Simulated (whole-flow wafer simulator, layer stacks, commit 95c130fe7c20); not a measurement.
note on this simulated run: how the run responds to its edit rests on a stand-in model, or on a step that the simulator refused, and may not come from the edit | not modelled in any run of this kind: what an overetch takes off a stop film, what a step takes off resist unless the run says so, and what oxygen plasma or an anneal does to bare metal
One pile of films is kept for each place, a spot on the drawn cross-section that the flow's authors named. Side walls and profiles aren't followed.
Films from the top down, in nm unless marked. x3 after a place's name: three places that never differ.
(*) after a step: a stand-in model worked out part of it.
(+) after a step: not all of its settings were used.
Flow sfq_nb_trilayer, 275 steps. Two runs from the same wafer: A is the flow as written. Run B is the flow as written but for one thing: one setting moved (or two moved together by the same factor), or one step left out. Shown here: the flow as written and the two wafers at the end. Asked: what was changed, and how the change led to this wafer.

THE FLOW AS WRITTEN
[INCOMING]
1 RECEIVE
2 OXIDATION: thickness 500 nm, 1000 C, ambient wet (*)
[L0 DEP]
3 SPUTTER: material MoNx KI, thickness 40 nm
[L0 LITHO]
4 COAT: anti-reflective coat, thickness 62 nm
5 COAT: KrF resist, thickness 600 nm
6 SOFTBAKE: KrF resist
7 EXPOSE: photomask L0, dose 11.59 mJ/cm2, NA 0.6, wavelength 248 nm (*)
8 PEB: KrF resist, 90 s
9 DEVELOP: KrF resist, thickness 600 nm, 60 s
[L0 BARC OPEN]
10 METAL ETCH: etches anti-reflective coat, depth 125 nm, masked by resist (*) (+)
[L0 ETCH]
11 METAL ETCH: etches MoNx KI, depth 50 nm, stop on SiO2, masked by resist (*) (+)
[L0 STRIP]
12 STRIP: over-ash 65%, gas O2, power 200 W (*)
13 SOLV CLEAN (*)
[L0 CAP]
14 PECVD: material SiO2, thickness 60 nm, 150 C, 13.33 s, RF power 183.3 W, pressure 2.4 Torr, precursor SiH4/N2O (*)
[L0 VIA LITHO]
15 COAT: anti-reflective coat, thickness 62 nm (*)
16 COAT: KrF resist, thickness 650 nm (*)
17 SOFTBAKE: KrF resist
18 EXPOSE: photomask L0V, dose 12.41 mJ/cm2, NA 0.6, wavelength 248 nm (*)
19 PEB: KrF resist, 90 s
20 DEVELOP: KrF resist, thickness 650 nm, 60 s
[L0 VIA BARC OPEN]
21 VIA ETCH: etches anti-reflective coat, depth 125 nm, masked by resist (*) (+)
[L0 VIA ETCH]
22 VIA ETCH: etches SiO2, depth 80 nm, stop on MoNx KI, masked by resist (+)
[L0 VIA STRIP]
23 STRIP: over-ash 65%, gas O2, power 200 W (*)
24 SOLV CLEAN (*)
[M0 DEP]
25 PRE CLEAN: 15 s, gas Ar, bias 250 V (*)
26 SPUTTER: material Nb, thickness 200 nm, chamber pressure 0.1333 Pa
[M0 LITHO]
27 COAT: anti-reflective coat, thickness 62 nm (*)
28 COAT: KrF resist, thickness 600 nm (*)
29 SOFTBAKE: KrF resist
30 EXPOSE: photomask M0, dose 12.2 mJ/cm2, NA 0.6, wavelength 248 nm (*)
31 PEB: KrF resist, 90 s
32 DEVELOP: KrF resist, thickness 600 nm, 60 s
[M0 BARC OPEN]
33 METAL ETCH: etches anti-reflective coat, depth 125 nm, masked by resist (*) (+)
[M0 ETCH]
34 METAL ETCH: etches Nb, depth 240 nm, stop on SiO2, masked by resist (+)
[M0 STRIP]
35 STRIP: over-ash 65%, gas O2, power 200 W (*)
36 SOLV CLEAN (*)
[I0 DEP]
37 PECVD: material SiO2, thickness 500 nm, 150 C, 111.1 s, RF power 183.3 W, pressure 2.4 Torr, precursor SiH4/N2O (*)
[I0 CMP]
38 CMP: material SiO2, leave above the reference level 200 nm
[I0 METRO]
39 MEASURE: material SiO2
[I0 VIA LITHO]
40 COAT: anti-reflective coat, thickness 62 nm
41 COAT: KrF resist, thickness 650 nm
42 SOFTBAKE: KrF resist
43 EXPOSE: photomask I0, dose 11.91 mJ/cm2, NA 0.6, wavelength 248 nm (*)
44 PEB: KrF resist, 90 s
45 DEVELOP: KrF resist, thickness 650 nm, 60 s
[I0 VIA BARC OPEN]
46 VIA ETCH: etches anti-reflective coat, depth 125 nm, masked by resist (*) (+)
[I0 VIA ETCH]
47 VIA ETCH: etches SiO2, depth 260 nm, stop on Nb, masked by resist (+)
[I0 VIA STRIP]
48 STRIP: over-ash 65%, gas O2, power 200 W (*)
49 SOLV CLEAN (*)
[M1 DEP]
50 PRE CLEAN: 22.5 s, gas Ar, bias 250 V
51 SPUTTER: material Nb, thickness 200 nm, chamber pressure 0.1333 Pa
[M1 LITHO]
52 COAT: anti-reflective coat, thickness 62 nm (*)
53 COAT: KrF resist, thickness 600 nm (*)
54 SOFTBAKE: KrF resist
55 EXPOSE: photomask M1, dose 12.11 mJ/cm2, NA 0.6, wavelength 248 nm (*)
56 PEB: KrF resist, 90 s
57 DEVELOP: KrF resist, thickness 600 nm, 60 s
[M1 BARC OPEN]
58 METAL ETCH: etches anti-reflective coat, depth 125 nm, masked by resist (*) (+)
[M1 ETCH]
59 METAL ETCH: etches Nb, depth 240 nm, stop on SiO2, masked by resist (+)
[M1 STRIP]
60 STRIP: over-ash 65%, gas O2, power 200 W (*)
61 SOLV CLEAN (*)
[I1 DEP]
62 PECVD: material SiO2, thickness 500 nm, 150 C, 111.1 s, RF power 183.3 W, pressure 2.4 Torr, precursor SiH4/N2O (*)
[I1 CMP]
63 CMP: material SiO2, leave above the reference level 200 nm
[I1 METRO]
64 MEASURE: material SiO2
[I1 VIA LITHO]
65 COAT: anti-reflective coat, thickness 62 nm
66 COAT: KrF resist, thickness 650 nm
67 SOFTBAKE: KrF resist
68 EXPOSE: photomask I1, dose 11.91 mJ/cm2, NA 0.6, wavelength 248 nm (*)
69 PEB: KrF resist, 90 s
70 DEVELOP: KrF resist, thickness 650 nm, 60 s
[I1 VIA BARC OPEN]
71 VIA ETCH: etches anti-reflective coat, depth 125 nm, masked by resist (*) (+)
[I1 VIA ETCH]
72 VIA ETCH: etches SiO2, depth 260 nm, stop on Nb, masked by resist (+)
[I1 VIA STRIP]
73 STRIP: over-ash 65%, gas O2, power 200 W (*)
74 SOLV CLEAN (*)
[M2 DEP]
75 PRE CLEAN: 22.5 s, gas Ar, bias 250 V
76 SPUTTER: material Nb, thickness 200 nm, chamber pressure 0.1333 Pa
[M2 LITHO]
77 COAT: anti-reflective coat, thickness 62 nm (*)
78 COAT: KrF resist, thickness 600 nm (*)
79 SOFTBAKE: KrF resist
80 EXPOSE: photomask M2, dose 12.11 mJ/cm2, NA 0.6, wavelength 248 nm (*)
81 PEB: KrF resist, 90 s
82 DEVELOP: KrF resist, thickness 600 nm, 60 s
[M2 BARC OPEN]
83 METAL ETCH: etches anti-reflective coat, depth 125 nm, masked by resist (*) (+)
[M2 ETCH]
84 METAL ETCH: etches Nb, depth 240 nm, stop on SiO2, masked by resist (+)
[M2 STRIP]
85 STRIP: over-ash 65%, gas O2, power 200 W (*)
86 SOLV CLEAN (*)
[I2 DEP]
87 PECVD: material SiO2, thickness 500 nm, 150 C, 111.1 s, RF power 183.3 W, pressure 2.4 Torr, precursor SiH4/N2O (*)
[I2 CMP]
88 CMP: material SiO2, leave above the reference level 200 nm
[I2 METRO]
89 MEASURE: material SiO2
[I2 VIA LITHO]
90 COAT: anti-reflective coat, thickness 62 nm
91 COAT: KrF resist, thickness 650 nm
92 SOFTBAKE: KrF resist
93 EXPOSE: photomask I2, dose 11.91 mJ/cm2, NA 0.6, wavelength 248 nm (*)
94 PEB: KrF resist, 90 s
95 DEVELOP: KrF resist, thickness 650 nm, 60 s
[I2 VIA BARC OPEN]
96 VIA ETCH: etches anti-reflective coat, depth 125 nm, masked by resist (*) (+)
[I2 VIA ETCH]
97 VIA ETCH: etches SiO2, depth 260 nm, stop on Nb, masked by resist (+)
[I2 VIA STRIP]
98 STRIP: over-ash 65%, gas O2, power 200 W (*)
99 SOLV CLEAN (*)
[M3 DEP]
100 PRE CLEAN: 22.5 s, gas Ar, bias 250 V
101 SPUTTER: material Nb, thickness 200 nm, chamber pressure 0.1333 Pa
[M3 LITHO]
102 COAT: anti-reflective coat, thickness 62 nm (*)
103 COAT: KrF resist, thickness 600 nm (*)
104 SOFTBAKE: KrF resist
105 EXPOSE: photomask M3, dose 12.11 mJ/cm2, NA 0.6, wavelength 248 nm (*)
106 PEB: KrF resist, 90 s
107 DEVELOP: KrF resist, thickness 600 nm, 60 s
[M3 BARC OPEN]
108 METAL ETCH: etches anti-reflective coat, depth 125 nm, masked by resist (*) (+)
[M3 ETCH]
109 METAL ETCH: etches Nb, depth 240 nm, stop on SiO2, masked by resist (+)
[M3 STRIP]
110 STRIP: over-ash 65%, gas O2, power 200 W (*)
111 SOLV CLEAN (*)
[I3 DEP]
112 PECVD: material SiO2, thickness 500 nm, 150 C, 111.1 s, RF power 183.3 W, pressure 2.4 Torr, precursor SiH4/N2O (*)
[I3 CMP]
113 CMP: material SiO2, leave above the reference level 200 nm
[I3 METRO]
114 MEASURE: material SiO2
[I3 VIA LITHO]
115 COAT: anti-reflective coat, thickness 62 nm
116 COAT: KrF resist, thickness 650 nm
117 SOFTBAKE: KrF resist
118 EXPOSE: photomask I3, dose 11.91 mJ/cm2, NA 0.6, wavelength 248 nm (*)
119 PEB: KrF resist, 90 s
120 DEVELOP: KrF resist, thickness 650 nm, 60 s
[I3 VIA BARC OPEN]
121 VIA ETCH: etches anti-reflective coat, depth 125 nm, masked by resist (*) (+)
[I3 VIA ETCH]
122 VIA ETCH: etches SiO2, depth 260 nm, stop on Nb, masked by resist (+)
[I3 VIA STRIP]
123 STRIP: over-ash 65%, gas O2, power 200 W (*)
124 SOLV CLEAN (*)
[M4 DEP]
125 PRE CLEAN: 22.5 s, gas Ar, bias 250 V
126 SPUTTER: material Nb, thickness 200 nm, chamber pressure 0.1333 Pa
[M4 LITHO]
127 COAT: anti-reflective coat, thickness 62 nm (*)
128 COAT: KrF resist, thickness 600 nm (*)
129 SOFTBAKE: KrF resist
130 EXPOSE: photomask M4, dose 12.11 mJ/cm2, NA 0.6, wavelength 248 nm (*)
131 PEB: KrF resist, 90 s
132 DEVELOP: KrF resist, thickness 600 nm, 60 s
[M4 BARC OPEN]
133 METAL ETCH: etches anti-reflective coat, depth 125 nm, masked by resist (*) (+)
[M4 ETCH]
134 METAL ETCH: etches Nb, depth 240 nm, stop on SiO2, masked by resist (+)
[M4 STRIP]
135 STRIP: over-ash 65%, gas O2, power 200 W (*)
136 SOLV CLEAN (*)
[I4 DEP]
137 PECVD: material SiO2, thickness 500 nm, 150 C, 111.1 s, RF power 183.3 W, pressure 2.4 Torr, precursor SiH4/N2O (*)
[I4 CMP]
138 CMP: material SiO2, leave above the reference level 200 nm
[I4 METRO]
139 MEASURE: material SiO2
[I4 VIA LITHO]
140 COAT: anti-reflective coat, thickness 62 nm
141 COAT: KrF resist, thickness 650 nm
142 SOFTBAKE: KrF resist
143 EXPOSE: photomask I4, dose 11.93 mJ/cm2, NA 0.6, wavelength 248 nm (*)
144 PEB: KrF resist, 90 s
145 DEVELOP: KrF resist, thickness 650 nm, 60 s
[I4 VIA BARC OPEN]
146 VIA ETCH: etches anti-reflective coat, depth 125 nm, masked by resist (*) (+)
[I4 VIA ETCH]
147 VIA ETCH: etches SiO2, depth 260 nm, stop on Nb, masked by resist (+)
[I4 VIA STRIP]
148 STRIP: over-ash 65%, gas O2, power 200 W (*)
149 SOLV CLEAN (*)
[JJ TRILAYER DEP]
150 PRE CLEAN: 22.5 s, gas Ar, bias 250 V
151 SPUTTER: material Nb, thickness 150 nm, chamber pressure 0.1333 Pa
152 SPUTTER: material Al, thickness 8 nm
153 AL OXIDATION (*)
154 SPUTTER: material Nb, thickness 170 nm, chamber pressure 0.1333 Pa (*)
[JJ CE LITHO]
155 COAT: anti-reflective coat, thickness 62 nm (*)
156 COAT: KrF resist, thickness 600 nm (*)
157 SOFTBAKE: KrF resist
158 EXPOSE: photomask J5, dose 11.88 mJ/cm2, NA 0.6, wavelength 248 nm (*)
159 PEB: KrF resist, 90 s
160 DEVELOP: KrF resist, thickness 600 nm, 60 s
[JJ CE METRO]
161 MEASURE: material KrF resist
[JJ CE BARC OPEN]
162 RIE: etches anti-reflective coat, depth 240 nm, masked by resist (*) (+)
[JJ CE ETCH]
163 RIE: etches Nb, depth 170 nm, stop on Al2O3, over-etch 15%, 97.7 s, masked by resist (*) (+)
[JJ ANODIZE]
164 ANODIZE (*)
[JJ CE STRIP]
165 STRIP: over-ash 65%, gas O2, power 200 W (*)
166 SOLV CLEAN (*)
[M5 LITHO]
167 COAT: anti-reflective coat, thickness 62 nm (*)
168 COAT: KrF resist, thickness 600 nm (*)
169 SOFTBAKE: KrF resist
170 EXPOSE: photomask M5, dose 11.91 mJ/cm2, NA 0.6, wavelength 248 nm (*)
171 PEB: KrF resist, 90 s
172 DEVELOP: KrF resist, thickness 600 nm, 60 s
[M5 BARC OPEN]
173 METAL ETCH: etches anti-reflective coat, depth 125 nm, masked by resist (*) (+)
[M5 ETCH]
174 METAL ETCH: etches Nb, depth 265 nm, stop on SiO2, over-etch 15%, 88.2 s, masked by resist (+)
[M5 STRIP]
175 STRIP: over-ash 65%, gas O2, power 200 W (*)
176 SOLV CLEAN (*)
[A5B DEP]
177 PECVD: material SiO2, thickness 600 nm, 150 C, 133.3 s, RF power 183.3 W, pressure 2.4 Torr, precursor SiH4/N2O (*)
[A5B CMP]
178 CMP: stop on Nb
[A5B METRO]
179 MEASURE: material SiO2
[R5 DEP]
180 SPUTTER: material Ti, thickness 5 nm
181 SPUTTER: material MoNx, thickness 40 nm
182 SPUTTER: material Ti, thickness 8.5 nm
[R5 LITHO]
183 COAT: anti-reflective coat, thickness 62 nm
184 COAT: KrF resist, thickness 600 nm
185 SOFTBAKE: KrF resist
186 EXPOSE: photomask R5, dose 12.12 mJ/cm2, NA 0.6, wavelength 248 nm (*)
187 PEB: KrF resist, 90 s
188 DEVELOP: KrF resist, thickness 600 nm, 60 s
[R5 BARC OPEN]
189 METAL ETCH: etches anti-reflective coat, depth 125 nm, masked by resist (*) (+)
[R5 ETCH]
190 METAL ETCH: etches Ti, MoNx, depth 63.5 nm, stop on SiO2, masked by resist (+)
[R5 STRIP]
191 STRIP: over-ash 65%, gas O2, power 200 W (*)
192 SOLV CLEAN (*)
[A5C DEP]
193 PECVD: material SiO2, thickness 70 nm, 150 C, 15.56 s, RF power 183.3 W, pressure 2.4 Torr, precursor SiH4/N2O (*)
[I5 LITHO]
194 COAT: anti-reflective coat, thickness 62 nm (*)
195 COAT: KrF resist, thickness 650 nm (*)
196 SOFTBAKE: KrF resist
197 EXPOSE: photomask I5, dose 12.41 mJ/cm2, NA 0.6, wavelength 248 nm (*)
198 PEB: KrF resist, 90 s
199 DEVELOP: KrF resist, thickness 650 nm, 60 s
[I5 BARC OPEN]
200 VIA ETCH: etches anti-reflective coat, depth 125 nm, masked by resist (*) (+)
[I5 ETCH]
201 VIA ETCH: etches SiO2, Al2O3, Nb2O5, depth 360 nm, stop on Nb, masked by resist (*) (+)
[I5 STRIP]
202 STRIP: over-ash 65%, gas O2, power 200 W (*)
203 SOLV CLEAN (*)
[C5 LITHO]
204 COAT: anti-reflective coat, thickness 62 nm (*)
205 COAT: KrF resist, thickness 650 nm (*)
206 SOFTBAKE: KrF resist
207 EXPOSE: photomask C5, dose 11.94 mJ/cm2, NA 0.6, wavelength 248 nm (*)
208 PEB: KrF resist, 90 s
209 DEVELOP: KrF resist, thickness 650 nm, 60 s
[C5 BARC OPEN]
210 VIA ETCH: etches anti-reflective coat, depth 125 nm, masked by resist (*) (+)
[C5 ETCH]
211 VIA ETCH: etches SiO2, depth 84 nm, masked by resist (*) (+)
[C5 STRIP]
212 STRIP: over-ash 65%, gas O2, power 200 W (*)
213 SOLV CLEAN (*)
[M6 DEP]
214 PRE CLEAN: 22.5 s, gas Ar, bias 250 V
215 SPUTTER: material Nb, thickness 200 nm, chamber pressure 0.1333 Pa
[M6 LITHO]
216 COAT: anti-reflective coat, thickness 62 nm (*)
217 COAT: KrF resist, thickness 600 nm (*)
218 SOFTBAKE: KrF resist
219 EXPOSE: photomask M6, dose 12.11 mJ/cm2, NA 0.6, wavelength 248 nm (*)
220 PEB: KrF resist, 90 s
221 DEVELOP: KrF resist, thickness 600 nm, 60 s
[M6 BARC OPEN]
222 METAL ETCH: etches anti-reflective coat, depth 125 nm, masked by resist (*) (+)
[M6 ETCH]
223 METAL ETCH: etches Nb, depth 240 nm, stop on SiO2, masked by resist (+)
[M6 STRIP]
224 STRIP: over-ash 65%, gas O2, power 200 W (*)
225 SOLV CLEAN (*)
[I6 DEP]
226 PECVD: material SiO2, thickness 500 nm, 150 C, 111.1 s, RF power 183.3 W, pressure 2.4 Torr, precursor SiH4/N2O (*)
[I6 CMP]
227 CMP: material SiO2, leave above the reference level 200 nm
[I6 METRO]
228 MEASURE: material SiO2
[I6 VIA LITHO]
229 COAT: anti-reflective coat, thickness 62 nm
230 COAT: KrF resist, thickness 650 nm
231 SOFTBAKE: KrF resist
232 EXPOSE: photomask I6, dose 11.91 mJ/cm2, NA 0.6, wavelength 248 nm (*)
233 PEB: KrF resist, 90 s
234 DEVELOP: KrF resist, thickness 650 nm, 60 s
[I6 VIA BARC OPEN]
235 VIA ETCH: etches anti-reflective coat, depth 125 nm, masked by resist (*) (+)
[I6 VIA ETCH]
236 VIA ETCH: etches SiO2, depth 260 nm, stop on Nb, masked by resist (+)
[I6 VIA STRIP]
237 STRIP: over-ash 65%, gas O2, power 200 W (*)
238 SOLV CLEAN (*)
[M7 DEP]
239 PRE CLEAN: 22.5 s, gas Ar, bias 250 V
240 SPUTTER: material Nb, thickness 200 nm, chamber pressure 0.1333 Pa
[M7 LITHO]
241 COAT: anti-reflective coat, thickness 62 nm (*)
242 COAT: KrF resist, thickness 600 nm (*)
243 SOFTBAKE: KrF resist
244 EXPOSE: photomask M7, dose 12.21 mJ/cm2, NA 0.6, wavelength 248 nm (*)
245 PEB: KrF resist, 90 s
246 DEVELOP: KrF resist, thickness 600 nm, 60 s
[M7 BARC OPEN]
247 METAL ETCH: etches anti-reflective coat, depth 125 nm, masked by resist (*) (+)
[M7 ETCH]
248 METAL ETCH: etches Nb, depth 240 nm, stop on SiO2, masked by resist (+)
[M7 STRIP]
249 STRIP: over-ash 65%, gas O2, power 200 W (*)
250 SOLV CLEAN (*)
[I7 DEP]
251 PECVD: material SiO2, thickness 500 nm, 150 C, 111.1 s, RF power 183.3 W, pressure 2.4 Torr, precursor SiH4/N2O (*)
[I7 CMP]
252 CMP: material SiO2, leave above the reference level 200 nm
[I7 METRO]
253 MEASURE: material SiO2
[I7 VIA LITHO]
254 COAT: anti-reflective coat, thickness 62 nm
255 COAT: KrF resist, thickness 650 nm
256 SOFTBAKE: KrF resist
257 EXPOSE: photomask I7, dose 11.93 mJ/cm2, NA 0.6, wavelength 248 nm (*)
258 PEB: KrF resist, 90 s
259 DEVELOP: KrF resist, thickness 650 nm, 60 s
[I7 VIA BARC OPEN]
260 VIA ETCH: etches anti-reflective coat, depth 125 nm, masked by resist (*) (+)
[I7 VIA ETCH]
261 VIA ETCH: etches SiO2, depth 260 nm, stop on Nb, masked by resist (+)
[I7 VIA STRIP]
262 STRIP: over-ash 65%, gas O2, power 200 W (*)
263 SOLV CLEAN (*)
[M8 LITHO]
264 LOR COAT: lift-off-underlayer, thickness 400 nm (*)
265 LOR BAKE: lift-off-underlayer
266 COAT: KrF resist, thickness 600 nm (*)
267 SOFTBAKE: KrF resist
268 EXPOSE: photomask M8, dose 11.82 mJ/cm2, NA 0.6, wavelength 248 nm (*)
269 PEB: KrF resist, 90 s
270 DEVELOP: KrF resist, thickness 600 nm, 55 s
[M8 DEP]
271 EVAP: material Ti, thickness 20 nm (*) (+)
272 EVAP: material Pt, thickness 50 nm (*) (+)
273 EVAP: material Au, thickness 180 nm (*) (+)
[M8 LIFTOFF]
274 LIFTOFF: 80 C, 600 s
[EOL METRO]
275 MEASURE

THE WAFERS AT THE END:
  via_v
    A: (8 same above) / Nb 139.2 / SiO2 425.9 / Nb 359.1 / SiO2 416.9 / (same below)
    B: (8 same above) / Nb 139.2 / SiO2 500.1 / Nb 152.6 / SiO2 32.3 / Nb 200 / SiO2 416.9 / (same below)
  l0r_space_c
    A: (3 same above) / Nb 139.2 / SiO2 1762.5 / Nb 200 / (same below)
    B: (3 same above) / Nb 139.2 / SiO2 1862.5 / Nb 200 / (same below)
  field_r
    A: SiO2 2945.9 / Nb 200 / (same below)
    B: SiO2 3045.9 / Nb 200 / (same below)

The cause: step 113, CMP: leave above the reference level 300 nm was run, where the flow has leave above the reference level 200 nm.

How the change led to this, step by step:
  113 CMP: material SiO2, leave above the reference level 200 nm
      field_l, be, be_sur and 64 more: A SiO2 -100 | B nothing
      v_sur, via_wl, via_wr and 27 more: A SiO2 -300 | B SiO2 -200
      (and at 9 more places)
  122 VIA ETCH: etches SiO2, depth 260 nm, stop on Nb, masked by resist (+)
      via_v: A SiO2 -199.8 (all of it) | B SiO2 -260
  125 PRE CLEAN: 22.5 s, gas Ar, bias 250 V
      via_v: A Nb -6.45 | B SiO2 -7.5
  126 SPUTTER: material Nb, thickness 200 nm, chamber pressure 0.1333 Pa
      via_v: A Nb +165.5 | B Nb +152.6 (new film)
  127 COAT: anti-reflective coat, thickness 62 nm (*)
      via_sp: A anti-reflective coat +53 (new film) | B anti-reflective coat +50.1 (new film)
      via_v: A anti-reflective coat +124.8 (new film) | B anti-reflective coat +128.6 (new film)
      (and at 1 more place)
  128 COAT: KrF resist, thickness 600 nm (*)
      via_v: A KrF resist +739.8 (new film) | B KrF resist +797.5 (new film)
  135 STRIP: over-ash 65%, gas O2, power 200 W (*)
      via_sp: A KrF resist -373.9 (all of it), anti-reflective coat -53 (all of it) | B KrF resist -369.8 (all of it), anti-reflective coat -50.1 (all of it)
      via_v: A KrF resist -521.8 (all of it), anti-reflective coat -124.8 (all of it) | B KrF resist -579.3 (all of it), anti-reflective coat -128.6 (all of it)
      (and at 1 more place)
  137 PECVD: material SiO2, thickness 500 nm, 150 C, 111.1 s, RF power 183.3 W, pressure 2.4 Torr, precursor SiH4/N2O (*)
      via_v: A SiO2 +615 (new film) | B SiO2 +664.6 (new film)
  138 CMP: material SiO2, leave above the reference level 200 nm
      via_v: A SiO2 -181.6 | B SiO2 -157.1
Counting metal films that touch as one body, via_v has 7 bodies (between them, from the top down: SiO2 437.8; SiO2 209 / Al2O3 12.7 / Nb2O5 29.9; SiO2 500.1; SiO2 32.3; SiO2 416.9; SiO2 192.5); the flow as written gives 6 bodies (between them, from the top down: SiO2 437.8; SiO2 209 / Al2O3 12.7 / Nb2O5 29.9; SiO2 425.9; SiO2 416.9; SiO2 192.5).
